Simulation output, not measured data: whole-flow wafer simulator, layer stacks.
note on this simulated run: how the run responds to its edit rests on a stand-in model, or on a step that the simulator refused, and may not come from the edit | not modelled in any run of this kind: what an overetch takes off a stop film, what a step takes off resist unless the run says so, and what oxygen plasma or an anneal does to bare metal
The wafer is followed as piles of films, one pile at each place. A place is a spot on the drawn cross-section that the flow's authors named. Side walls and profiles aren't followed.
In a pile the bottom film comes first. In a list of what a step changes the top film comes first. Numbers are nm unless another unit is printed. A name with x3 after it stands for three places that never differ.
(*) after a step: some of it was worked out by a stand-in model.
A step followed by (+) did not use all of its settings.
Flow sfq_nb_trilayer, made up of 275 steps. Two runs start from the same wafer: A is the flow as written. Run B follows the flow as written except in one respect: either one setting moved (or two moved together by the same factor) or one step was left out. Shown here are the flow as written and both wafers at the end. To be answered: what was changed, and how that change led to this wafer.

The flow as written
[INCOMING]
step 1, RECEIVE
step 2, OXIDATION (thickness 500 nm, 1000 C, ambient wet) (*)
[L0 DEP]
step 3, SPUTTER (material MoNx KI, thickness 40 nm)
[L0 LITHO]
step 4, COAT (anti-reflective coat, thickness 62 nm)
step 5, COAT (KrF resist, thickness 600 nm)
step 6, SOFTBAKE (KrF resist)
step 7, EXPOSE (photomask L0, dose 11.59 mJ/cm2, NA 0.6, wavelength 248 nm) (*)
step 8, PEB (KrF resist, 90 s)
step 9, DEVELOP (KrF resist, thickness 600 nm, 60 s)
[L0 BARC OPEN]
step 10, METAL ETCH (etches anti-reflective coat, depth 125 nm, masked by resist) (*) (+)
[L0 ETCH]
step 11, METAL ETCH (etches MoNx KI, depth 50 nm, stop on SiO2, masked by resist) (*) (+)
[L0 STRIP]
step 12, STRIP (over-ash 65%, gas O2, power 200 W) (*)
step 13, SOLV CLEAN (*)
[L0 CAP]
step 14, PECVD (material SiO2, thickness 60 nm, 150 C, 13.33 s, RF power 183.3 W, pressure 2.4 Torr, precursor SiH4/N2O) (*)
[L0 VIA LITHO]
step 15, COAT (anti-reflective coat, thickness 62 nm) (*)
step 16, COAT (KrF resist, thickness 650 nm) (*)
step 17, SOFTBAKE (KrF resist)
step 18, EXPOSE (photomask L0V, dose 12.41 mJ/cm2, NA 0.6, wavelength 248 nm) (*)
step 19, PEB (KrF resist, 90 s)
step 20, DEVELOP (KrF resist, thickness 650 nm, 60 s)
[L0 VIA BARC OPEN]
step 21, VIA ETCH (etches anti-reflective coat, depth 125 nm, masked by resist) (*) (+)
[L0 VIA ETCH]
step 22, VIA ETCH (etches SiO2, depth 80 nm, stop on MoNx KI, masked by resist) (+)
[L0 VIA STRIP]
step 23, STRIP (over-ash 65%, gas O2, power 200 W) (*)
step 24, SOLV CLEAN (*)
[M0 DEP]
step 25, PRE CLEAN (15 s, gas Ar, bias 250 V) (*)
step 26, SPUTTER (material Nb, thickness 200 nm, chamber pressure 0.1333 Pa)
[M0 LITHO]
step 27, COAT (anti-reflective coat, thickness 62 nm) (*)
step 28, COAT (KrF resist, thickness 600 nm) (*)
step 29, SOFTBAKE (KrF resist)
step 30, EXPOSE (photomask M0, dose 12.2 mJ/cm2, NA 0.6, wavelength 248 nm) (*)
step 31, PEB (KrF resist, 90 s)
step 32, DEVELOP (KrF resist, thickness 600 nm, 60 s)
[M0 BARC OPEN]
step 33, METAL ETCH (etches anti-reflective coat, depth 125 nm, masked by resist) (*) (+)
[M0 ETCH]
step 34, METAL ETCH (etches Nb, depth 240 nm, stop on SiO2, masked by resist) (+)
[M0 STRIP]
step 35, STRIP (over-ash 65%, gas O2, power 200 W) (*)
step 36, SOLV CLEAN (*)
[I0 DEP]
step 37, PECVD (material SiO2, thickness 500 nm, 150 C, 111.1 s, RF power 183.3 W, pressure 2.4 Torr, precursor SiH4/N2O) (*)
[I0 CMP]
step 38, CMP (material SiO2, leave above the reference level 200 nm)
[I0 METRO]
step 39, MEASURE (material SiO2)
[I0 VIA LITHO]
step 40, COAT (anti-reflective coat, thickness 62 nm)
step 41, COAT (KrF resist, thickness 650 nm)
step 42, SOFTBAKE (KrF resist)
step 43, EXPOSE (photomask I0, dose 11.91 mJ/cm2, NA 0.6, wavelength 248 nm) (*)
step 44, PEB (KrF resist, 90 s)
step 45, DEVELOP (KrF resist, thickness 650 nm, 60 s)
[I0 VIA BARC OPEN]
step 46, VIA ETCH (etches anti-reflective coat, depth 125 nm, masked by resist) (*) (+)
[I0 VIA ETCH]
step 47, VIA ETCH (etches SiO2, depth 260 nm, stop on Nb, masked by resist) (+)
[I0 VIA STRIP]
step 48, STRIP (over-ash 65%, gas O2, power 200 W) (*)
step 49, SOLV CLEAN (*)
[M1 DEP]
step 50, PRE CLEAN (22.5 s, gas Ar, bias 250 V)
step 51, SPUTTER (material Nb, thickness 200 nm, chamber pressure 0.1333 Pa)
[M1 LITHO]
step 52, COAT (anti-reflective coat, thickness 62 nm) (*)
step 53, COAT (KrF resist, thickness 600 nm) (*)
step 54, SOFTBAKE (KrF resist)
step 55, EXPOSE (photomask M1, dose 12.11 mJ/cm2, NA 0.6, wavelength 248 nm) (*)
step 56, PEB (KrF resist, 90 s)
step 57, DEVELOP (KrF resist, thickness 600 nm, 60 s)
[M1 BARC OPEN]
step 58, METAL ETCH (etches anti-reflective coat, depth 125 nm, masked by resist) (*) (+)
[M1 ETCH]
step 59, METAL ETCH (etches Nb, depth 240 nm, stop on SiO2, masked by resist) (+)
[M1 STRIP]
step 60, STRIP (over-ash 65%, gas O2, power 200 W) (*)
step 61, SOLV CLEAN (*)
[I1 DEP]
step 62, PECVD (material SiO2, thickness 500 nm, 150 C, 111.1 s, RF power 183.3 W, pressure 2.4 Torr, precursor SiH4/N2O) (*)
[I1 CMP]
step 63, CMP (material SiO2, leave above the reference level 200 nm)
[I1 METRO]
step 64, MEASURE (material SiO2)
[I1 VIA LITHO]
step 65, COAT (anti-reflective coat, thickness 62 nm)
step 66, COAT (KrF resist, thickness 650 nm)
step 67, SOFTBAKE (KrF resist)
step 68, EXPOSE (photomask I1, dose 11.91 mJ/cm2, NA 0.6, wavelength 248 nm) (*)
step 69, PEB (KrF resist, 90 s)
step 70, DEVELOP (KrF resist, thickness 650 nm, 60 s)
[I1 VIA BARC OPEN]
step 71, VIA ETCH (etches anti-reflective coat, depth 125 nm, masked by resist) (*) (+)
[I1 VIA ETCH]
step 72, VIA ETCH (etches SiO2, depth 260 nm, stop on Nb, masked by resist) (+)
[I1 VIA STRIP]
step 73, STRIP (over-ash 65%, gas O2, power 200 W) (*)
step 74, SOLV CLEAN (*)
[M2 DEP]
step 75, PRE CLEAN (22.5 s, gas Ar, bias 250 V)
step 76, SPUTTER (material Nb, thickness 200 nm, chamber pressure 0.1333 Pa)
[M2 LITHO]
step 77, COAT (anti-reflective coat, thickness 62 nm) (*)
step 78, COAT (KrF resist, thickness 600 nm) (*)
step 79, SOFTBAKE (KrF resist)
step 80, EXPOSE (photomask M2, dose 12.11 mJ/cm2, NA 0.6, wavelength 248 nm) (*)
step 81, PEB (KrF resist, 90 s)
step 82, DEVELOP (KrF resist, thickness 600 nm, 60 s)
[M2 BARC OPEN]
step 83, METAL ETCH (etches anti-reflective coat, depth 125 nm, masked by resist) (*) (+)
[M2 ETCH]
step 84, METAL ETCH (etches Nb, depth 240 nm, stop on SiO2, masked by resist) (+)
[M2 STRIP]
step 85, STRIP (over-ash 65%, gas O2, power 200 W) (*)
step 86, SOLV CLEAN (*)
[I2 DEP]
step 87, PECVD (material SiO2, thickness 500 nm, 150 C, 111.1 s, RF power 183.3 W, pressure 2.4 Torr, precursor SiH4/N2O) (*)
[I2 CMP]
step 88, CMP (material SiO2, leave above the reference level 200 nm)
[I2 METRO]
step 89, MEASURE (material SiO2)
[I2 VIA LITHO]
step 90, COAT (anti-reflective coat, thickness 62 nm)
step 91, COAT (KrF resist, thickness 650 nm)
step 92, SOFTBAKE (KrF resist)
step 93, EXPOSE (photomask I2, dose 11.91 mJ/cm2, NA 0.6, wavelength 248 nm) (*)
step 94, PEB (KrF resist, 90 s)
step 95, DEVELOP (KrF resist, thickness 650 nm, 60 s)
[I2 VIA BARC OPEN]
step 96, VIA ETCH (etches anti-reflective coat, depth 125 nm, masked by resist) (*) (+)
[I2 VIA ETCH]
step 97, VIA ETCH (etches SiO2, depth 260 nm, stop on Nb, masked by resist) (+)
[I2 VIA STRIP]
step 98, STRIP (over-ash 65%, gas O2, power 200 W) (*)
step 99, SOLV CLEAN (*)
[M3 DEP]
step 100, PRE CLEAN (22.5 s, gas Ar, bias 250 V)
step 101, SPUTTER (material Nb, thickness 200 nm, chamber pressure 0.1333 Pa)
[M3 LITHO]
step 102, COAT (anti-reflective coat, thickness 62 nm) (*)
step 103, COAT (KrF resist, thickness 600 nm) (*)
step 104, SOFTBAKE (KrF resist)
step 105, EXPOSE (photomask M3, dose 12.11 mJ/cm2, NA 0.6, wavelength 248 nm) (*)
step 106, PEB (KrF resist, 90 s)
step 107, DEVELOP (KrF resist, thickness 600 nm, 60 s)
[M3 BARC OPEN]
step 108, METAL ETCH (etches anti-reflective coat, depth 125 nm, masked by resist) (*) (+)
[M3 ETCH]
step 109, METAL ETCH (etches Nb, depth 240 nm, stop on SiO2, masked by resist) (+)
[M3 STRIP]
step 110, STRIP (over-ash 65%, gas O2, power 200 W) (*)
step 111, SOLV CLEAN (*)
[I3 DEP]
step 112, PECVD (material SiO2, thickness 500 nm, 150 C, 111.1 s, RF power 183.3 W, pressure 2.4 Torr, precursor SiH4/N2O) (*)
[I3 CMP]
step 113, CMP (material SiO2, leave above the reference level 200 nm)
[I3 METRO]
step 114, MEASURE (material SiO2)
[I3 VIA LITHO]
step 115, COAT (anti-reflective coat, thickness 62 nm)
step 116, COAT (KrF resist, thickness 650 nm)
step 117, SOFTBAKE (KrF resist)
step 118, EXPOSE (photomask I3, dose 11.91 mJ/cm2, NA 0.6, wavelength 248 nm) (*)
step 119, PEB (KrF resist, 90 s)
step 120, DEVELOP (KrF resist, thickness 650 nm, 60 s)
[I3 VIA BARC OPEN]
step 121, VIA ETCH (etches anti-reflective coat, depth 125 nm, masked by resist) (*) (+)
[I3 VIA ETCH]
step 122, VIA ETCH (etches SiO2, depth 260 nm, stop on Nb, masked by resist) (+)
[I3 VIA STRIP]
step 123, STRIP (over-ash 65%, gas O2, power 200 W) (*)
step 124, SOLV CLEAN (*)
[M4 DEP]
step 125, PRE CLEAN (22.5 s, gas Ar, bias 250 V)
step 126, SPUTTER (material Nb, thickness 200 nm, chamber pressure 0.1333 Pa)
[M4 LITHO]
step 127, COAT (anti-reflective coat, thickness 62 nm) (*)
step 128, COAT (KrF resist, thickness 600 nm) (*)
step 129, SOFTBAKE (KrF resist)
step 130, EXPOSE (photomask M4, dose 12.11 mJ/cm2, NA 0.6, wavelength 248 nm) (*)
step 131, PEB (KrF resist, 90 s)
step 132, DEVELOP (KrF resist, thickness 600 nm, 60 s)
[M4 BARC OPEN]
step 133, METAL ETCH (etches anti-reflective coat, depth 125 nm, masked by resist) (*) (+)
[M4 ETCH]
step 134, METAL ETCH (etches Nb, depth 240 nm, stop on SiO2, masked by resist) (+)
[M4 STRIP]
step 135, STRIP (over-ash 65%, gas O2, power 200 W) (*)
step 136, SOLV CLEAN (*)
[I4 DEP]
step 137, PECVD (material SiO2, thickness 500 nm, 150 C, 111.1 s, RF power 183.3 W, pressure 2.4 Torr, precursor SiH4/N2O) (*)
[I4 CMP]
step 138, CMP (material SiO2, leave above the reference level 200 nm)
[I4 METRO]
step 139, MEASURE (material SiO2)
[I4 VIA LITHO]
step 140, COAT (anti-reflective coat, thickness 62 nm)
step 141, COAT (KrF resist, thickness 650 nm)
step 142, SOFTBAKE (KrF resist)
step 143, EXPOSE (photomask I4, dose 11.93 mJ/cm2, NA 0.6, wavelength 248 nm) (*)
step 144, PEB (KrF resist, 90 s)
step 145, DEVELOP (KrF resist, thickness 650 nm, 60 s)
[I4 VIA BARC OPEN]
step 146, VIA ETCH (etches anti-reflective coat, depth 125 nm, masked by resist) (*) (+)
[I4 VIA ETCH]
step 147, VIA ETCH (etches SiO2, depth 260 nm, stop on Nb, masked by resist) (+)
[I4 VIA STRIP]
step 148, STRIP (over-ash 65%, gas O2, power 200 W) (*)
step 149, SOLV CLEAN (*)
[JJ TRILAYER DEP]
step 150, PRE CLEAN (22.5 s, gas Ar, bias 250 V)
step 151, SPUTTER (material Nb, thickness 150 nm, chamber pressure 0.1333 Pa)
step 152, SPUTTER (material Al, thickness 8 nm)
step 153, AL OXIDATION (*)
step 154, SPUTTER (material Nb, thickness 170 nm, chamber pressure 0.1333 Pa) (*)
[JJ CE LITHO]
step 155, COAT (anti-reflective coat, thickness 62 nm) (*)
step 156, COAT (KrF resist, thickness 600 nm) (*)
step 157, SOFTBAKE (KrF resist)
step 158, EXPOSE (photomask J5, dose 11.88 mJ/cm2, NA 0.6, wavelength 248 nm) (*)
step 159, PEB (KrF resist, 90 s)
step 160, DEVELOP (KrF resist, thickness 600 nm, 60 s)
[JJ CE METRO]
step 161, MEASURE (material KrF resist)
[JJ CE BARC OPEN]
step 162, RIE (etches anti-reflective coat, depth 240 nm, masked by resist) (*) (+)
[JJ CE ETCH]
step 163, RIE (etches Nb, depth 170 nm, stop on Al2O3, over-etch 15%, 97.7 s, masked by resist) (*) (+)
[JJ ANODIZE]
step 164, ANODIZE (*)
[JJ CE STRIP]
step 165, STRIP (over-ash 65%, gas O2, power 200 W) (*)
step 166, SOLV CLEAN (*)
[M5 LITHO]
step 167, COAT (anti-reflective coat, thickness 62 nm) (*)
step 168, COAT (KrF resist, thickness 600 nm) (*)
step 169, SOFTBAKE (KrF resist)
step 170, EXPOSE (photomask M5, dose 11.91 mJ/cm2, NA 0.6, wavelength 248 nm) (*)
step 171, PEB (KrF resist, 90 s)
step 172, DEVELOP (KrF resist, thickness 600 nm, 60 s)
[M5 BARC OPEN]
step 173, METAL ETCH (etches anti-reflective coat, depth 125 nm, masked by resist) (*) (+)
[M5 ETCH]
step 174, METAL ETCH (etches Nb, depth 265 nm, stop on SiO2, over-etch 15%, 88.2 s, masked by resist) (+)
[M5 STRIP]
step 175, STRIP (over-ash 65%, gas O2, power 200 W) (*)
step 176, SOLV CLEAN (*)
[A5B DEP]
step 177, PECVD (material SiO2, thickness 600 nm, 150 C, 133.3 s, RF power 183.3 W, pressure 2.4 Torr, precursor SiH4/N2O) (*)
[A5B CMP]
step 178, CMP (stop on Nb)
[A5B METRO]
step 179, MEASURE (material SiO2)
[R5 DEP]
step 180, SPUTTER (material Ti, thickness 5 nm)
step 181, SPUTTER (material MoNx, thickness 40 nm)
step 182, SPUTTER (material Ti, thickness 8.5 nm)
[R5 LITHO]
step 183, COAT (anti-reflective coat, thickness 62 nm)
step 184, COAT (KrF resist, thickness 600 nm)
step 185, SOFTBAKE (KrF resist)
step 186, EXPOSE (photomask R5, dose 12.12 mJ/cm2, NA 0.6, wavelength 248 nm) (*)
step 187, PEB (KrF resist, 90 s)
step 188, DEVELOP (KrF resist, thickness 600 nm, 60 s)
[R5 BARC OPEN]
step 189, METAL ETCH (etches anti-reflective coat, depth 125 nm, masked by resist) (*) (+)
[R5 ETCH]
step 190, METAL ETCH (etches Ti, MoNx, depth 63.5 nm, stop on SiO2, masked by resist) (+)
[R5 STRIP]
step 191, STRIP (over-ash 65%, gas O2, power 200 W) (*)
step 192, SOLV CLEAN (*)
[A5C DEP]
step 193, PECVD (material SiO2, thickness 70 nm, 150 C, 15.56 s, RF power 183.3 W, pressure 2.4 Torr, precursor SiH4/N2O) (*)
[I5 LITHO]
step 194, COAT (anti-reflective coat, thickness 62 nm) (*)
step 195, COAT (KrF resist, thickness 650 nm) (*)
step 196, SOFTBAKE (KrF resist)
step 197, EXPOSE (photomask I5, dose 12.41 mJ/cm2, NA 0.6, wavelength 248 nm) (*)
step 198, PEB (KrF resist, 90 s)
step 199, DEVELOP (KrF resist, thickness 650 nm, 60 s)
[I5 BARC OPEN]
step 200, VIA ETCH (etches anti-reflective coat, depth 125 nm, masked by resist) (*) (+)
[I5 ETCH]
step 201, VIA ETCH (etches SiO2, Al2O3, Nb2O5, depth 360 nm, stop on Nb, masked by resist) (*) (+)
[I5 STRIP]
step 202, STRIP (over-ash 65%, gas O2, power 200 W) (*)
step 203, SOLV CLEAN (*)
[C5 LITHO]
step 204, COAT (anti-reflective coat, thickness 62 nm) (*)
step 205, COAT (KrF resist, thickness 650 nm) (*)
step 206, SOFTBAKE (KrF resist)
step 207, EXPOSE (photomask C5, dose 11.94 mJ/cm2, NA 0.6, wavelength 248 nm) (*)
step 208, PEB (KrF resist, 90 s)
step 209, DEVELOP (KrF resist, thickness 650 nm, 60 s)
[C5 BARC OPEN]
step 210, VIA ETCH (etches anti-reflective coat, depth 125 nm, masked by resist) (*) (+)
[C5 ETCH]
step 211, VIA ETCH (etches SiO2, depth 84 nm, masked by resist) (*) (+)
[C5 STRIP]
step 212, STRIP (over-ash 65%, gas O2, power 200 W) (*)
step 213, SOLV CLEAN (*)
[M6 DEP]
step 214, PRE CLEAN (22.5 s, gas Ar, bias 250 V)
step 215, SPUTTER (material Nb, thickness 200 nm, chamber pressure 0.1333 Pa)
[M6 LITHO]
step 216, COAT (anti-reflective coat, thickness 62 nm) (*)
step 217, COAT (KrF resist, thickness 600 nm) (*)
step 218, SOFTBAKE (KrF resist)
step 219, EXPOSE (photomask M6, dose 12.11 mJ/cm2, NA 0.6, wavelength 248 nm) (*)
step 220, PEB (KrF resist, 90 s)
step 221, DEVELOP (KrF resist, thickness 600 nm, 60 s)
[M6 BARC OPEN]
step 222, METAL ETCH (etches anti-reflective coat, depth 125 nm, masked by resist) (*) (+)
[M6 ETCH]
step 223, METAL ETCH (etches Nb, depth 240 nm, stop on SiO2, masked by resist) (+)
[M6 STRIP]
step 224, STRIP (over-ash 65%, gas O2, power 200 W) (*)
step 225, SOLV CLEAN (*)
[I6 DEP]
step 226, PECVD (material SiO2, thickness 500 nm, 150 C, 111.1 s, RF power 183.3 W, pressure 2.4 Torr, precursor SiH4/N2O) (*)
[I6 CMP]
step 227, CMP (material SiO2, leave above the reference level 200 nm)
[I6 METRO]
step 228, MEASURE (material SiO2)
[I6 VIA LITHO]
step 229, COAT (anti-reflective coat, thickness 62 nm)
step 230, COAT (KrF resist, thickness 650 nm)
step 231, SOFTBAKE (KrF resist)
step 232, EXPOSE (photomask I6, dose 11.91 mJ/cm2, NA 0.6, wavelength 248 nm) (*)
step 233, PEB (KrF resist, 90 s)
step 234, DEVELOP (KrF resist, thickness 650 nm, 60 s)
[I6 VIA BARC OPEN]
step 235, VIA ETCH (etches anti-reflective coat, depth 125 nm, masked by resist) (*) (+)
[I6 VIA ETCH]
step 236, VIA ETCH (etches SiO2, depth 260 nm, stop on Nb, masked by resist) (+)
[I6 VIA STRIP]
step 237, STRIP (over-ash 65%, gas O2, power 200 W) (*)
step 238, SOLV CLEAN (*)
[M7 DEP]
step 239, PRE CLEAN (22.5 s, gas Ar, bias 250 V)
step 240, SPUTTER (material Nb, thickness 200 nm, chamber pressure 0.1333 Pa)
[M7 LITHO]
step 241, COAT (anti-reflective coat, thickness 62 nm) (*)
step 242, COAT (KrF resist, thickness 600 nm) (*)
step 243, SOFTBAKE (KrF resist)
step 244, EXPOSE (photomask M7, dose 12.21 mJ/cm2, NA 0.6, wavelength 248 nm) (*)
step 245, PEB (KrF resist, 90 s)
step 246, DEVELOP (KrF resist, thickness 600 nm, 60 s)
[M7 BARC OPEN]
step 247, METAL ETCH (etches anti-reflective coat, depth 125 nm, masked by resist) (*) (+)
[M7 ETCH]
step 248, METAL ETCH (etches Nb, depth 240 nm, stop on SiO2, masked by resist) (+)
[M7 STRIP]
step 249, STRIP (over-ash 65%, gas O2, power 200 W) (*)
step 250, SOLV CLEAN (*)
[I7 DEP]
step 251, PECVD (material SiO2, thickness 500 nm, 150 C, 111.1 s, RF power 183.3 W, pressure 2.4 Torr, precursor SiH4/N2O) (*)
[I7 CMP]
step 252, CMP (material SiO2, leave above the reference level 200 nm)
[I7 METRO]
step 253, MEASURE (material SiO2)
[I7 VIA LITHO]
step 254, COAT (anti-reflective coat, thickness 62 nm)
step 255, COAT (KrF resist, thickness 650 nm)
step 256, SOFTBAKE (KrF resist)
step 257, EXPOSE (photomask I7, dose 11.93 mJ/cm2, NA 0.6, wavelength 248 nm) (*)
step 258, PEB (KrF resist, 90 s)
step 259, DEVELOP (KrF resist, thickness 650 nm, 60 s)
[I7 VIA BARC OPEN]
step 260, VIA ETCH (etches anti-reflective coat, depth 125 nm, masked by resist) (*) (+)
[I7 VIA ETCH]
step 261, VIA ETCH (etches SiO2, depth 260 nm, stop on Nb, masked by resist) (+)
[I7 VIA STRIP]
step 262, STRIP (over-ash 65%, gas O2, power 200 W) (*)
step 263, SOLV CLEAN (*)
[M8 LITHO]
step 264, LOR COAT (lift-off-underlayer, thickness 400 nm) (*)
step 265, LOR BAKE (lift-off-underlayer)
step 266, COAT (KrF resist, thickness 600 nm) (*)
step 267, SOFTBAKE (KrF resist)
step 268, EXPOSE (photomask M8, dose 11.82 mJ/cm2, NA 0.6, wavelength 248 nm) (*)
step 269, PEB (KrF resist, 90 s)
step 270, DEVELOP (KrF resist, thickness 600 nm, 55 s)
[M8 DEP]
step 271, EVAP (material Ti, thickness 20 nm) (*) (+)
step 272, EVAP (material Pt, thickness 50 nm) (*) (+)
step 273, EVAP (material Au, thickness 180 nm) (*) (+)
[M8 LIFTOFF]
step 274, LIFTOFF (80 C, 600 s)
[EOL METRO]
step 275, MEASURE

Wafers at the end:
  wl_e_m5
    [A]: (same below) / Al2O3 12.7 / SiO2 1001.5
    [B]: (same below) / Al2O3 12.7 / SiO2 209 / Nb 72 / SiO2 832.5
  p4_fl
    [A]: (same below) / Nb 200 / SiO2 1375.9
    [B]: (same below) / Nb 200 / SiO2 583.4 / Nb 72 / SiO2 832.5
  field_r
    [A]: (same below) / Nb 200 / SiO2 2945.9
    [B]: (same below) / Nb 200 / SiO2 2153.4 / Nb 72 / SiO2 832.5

Cause: step 215, SPUTTER: thickness 312 nm was run, whereas the flow has thickness 200 nm.

How this came from the change, step by step:
  step 215, SPUTTER (material Nb, thickness 200 nm, chamber pressure 0.1333 Pa)
      field_l, v_sur, via_wl and 100 more: A Nb gains 200 (new film) | B Nb gains 312 (new film)
      be: A Nb gains 147.3 | B Nb gains 228
      (as well as at 2 more places)
  step 216, COAT (anti-reflective coat, thickness 62 nm) (*)
      be: A anti-reflective coat gains 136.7 (new film) | B anti-reflective coat gains 148.5 (new film)
      be_sur: A anti-reflective coat gains 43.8 (new film) | B anti-reflective coat gains 44.8 (new film)
      (as well as at 2 more places)
  step 217, COAT (KrF resist, thickness 600 nm) (*)
      be: A KrF resist gains 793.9 (new film) | B KrF resist gains 810.8 (new film)
  step 223, METAL ETCH (etches Nb, depth 240 nm, stop on SiO2, masked by resist) (+)
      field_l, gap, moat and 76 more: A Nb loses 200 (all of it) | B Nb loses 240
  step 224, STRIP (over-ash 65%, gas O2, power 200 W) (*)
      be: A KrF resist loses 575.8 (all of it), anti-reflective coat loses 136.7 (all of it) | B KrF resist loses 592.6 (all of it), anti-reflective coat loses 148.5 (all of it)
      be_sur: A KrF resist loses 371.2 (all of it), anti-reflective coat loses 43.8 (all of it) | B KrF resist loses 368.6 (all of it), anti-reflective coat loses 44.8 (all of it)
      (as well as at 2 more places)
  step 226, PECVD (material SiO2, thickness 500 nm, 150 C, 111.1 s, RF power 183.3 W, pressure 2.4 Torr, precursor SiH4/N2O) (*)
      field_l, p4_fl, p4_fm and 62 more: A SiO2 gains 500 | B SiO2 gains 500 (new film)
      moat, field_r, lsp_l, ln_m5, lsp_m: A SiO2 gains 493.6 | B SiO2 gains 492.3 (new film)
      (as well as at 10 more places)
  step 227, CMP (material SiO2, leave above the reference level 200 nm)
      field_l, p4_fl, p4_fm and 59 more: A SiO2 loses 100 | B SiO2 loses 60
      moat, field_r, lsp_l, ln_m5, lsp_m: A SiO2 loses 93.6 | B SiO2 loses 52.3
      (as well as at 9 more places)
If metal films that touch count as one body, wl_e_m5 has 7 bodies (between them, from the top down: SiO2 209 / Al2O3 12.7 / Nb2O5 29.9; SiO2 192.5; SiO2 192.5; SiO2 192.5; SiO2 192.5; SiO2 192.5); the flow as written gives 6 bodies (between them, from the top down: SiO2 192.5; SiO2 192.5; SiO2 192.5; SiO2 192.5; SiO2 192.5).
If metal films that touch count as one body, p4_fl has 3 bodies (between them, from the top down: SiO2 583.4; SiO2 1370); the flow as written gives 2 bodies (between them, from the top down: SiO2 1370).
If metal films that touch count as one body, field_r has 2 bodies (between them, from the top down: SiO2 2153.4); the flow as written gives 1 body.
